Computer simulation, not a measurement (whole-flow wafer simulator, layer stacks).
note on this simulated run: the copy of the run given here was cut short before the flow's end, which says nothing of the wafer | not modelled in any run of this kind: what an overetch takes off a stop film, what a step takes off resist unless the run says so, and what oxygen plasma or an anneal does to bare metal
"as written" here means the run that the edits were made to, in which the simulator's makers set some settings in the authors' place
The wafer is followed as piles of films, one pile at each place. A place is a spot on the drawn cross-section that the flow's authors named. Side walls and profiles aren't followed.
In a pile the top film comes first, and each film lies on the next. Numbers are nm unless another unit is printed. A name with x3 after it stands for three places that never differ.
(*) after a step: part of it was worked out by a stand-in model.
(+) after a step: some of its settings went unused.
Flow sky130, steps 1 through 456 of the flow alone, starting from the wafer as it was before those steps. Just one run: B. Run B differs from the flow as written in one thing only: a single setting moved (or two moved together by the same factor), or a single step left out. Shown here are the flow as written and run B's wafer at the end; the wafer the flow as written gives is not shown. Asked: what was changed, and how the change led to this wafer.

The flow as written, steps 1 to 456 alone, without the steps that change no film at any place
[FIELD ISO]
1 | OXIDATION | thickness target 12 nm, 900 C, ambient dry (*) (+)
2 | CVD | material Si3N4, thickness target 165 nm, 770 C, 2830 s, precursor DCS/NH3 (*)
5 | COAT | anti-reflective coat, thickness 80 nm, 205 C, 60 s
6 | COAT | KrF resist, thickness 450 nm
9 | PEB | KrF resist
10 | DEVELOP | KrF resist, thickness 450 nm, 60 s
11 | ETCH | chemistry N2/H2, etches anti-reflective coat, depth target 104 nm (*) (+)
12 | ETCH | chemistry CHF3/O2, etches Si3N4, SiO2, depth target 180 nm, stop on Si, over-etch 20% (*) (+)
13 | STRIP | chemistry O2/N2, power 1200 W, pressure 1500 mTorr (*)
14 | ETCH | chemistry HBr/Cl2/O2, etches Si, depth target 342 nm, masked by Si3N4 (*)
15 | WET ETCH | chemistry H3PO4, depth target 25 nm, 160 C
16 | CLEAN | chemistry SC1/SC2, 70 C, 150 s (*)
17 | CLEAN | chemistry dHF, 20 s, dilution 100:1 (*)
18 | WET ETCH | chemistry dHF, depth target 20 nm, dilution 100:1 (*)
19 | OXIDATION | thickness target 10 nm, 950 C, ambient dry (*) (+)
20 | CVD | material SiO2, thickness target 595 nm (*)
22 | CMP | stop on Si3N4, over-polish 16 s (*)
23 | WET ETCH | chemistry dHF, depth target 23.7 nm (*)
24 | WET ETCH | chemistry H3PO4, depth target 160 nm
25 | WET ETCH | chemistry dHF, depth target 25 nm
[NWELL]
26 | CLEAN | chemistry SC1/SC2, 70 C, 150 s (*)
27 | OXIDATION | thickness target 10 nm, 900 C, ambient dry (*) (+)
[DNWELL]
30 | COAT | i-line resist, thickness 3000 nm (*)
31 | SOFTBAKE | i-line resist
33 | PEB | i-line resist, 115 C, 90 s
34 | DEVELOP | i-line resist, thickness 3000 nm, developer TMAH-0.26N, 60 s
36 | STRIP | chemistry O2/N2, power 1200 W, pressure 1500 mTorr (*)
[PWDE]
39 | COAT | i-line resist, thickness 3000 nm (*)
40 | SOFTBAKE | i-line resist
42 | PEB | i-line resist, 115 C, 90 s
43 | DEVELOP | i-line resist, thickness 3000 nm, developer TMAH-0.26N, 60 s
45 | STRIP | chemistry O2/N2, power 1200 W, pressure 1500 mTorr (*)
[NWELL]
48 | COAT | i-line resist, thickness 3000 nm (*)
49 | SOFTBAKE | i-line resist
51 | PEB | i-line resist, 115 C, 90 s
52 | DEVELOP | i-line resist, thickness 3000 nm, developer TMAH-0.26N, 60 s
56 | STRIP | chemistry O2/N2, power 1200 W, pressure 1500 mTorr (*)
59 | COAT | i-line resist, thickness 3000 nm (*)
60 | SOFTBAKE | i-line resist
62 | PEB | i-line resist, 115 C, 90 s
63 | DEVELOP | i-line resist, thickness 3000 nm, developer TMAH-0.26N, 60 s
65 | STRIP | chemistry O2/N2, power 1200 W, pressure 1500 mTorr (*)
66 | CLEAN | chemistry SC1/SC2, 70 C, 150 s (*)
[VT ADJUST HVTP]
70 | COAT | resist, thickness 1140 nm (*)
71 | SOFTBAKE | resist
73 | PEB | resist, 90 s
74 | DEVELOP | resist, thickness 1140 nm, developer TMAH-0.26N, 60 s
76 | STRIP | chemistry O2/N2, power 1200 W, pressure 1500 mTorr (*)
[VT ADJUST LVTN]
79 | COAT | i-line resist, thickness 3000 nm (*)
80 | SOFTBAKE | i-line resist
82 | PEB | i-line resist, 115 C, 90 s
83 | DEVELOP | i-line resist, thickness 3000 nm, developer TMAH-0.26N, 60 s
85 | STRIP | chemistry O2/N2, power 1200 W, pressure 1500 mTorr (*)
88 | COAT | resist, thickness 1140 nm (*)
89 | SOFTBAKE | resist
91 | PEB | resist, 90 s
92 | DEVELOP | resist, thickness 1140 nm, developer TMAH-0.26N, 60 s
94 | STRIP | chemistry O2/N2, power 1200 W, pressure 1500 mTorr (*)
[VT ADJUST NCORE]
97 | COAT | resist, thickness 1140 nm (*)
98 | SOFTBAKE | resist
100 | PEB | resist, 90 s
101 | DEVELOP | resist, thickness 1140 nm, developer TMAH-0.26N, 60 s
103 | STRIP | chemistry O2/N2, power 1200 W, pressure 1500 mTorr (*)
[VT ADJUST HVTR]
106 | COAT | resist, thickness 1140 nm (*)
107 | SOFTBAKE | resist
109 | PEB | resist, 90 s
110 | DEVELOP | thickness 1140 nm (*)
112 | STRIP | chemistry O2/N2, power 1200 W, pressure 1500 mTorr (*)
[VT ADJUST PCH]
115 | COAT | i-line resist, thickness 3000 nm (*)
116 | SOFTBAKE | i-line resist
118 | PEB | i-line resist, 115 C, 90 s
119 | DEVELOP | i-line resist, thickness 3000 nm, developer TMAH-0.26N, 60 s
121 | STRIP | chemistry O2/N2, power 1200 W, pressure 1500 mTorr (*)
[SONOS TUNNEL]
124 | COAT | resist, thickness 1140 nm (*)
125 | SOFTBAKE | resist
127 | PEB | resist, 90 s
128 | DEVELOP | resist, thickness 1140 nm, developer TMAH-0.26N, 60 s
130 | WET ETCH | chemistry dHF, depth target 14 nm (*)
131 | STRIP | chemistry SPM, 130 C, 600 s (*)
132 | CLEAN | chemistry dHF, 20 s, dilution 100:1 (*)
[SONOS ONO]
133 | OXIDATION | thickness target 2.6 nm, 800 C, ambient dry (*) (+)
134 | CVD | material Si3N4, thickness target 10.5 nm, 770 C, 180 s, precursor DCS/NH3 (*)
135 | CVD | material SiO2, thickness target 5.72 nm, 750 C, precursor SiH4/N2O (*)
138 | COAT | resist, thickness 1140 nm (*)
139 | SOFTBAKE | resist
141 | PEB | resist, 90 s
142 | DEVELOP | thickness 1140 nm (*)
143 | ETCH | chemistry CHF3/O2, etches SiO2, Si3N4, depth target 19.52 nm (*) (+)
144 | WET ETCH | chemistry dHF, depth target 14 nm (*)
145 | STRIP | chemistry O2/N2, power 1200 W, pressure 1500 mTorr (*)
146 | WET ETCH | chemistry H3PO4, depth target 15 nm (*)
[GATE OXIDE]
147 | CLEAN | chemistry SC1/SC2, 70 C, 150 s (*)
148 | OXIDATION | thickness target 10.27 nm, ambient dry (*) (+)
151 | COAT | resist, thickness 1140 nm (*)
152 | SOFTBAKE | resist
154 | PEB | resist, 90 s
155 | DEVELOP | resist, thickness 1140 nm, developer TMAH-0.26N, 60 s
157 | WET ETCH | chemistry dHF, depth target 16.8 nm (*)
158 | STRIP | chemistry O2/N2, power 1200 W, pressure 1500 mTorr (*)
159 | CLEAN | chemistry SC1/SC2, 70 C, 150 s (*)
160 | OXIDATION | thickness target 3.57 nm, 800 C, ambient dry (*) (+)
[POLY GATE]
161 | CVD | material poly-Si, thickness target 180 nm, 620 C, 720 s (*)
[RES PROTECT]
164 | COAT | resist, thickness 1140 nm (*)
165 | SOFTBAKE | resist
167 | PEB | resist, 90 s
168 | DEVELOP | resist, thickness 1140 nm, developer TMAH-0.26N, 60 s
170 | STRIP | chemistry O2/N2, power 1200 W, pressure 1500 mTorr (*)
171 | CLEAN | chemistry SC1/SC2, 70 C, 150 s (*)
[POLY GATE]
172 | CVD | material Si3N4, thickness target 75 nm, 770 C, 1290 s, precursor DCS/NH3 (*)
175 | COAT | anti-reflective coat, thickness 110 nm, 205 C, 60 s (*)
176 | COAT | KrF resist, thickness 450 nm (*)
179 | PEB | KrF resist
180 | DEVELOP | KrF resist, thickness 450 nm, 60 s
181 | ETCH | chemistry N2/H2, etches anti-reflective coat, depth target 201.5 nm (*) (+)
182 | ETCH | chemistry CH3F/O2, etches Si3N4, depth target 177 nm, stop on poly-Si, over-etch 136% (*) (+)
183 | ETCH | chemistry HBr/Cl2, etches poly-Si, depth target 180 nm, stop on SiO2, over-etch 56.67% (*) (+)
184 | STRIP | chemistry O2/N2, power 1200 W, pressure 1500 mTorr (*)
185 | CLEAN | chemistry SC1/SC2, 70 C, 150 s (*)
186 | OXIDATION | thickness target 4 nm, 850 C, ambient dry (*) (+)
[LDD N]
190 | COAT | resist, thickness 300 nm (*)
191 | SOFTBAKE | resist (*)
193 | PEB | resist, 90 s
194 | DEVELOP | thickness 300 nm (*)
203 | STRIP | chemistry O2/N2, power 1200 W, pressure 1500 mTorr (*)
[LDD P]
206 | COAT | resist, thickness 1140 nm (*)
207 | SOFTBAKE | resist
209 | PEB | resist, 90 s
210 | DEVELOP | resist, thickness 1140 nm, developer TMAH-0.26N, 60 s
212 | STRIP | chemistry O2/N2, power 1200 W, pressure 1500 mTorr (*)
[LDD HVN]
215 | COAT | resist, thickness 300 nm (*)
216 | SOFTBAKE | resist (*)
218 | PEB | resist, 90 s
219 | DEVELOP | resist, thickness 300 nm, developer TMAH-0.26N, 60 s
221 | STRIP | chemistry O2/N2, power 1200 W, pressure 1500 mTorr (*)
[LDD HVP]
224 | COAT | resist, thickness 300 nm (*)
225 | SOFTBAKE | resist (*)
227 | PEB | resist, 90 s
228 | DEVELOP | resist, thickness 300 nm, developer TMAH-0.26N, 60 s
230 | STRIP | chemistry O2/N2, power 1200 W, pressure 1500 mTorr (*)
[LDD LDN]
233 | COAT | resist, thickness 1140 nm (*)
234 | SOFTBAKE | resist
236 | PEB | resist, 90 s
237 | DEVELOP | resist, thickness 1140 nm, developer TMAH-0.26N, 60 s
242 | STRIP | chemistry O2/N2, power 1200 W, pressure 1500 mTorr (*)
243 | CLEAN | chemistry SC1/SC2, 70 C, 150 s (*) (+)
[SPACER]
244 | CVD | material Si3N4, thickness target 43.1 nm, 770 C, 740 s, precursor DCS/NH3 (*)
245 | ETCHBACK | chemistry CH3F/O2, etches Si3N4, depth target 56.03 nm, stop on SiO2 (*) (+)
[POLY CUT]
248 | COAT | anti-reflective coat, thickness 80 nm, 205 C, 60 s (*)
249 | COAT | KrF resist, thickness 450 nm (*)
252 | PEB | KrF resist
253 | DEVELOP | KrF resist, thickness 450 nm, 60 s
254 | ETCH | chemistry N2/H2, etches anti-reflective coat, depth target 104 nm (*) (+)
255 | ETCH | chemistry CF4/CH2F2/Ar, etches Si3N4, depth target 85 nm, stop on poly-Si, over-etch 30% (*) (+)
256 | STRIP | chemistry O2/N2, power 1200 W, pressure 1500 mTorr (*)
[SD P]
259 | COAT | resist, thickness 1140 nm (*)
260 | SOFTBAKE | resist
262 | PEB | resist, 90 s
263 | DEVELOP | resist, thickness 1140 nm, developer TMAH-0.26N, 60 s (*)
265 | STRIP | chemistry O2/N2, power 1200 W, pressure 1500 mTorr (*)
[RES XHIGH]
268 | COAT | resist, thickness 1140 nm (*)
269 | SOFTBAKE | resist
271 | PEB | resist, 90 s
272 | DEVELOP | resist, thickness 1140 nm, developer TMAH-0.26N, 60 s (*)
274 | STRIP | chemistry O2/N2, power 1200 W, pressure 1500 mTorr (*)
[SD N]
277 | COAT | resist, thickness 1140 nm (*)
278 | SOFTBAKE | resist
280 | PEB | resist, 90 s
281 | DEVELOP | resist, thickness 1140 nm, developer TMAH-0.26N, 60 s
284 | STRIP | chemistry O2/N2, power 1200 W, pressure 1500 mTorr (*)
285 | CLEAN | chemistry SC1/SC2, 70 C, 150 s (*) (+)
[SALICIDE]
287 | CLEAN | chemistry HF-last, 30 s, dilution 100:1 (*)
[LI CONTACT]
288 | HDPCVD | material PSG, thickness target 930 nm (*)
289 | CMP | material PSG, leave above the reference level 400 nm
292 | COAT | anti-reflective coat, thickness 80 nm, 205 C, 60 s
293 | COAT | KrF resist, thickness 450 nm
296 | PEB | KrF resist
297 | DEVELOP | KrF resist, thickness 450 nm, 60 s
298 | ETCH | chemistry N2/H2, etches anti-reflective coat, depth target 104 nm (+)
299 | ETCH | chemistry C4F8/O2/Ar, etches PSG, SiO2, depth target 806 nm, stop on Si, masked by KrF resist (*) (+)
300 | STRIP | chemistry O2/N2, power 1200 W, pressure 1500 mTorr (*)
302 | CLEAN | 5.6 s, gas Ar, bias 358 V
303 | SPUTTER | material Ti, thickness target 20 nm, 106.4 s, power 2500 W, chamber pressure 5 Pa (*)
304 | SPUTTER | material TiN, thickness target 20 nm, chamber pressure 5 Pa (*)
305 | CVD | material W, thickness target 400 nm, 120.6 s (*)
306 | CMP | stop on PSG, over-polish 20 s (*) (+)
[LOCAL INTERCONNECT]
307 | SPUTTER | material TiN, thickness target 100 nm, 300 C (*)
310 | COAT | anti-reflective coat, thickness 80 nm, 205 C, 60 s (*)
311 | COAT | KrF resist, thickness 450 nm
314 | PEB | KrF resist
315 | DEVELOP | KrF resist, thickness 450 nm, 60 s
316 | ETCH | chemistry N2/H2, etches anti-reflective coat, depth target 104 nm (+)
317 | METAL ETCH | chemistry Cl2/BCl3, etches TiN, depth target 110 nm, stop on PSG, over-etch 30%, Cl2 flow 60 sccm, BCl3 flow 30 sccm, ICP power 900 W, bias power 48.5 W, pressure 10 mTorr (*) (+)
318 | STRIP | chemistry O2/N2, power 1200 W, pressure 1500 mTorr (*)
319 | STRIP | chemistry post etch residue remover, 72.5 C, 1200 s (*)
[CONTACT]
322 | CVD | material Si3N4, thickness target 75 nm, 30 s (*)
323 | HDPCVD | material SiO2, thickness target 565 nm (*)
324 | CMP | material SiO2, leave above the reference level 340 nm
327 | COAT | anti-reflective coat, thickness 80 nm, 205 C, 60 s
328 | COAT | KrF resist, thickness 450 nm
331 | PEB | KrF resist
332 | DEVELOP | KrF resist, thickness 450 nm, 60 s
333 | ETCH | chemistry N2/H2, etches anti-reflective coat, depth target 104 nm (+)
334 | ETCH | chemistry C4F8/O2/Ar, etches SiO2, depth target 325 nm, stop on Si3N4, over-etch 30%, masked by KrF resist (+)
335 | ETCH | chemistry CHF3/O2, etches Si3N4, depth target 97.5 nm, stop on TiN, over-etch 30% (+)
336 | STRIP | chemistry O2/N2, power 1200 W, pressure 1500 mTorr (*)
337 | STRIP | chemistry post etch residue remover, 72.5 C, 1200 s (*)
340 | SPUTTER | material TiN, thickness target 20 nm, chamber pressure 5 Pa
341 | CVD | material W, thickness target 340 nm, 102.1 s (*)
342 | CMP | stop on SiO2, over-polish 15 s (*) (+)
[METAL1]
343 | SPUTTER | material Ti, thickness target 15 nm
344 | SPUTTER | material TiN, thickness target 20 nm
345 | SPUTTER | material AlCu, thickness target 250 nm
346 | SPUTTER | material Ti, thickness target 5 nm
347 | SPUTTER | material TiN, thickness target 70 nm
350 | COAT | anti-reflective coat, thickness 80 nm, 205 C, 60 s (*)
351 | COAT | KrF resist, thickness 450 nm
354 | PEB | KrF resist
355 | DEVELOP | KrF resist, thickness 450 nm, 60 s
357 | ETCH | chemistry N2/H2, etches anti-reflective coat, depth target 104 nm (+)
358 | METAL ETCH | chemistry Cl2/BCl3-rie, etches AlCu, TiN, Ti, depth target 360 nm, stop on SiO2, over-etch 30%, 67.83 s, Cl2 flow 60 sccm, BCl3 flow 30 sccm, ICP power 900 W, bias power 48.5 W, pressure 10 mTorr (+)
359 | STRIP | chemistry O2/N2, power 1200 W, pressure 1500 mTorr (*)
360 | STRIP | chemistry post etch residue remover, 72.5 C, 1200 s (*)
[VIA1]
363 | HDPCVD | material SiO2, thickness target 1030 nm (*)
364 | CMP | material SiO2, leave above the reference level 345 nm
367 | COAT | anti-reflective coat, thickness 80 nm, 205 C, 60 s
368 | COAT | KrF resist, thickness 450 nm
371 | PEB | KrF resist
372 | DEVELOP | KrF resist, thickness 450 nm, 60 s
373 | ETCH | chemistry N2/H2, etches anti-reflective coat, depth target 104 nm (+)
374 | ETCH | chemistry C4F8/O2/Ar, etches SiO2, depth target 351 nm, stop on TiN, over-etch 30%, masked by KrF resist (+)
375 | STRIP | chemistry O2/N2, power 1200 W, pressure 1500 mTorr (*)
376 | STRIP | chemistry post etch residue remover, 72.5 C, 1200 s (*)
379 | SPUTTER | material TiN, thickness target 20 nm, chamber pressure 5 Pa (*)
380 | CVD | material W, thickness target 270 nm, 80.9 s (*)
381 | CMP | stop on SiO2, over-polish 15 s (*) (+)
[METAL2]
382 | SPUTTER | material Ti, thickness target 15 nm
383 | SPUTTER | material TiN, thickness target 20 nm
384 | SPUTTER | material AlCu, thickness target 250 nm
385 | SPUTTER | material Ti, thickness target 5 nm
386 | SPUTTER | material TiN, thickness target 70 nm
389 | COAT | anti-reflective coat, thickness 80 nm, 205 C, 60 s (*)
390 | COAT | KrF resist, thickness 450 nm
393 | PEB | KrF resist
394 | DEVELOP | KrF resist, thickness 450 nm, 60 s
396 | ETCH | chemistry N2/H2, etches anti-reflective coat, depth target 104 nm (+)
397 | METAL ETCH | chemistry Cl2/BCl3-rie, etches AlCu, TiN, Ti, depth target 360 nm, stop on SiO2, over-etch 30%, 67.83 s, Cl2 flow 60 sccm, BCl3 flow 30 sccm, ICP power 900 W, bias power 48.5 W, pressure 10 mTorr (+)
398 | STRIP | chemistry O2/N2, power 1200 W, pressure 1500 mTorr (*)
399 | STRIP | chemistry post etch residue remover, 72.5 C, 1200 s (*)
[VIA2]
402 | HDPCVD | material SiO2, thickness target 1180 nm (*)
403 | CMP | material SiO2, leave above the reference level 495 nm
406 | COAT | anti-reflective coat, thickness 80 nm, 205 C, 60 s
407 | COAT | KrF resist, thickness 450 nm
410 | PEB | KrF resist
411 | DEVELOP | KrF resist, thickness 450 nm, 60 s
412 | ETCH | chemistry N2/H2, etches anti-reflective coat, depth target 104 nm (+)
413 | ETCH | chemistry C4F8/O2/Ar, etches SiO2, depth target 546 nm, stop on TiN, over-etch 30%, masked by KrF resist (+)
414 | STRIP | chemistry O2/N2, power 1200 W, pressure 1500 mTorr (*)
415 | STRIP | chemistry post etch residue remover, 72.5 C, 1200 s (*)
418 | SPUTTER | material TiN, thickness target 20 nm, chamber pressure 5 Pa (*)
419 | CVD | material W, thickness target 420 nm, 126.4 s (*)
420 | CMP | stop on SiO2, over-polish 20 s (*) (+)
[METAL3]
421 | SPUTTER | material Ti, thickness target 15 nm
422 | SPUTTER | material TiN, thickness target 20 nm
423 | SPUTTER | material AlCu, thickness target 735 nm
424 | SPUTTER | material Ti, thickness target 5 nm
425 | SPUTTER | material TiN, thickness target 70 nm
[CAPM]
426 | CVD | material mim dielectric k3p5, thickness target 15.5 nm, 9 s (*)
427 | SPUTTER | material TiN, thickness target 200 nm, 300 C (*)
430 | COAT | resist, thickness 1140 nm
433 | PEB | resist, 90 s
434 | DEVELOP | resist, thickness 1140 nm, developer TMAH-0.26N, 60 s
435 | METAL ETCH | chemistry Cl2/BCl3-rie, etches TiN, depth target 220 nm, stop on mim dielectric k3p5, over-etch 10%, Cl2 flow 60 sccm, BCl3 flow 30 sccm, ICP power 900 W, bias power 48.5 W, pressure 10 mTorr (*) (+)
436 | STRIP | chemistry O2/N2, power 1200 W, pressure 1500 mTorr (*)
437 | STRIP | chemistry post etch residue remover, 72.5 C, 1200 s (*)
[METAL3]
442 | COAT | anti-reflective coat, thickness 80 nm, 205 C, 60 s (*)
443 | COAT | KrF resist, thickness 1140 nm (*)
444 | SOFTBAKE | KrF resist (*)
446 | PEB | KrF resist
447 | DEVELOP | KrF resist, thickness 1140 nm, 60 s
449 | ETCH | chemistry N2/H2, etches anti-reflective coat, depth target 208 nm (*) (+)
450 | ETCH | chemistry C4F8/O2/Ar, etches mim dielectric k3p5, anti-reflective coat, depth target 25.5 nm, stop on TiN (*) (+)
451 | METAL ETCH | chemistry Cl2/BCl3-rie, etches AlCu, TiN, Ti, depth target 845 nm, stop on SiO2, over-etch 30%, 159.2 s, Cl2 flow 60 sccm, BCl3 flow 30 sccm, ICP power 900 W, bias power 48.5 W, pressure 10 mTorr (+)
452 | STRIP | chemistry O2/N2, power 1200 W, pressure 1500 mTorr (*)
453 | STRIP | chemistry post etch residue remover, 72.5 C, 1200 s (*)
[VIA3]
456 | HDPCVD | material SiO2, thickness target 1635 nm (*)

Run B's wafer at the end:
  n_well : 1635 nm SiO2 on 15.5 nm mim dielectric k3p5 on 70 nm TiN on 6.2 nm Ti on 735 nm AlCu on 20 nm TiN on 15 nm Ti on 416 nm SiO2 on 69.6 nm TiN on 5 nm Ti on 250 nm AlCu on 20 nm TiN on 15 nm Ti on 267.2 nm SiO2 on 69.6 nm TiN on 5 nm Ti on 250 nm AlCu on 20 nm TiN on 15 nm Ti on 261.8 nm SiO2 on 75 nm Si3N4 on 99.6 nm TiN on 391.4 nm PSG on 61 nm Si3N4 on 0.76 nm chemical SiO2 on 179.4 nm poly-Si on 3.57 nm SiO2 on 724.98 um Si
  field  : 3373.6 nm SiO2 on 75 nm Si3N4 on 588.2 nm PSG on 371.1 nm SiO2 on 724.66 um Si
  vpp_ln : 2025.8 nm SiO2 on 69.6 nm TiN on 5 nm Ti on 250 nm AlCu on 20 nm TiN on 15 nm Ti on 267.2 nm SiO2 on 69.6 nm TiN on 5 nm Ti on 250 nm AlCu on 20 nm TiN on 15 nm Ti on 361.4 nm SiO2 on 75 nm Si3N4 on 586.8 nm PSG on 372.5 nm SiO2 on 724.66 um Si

Cause: step 424, SPUTTER: thickness target 6.2 nm was run, while the flow as written has thickness target 5 nm.
One can read it off the wafer: n_well has Ti 6.2, and step 424 as written asks for 5 nm.

The path from the change to this, step by step:
  424 | SPUTTER | material Ti, thickness target 5 nm
      field, active, n_well and 188 more: Ti gains 6.2 (new film) (as written it would have been: Ti gains 5 (new film))
  451 | METAL ETCH | chemistry Cl2/BCl3-rie, etches AlCu, TiN, Ti, depth target 845 nm, stop on SiO2, over-etch 30%, 159.2 s, Cl2 flow 60 sccm, BCl3 flow 30 sccm, ICP power 900 W, bias power 48.5 W, pressure 10 mTorr (+)
      field, active, gate and 69 more: TiN loses 70 (all of it), Ti loses 6.2 (all of it), AlCu loses 735 (all of it), TiN loses 20 (all of it), Ti loses 15 (all of it), SiO2 loses 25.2 (as written it would have been: TiN loses 70 (all of it), Ti loses 5 (all of it), AlCu loses 735 (all of it), TiN loses 20 (all of it), Ti loses 15 (all of it), SiO2 loses 25.4)
      vpp_ln, vpp_iso2, ndiff_ln and 10 more: TiN loses 70 (all of it), Ti loses 6.2 (all of it), AlCu loses 735 (all of it), TiN loses 20 (all of it), Ti loses 15 (all of it), SiO2 loses 25.2 (as written it would have been: TiN loses 70 (all of it), Ti loses 5 (all of it), AlCu loses 735 (all of it), TiN loses 20 (all of it), Ti loses 15 (all of it), SiO2 loses 25.3)
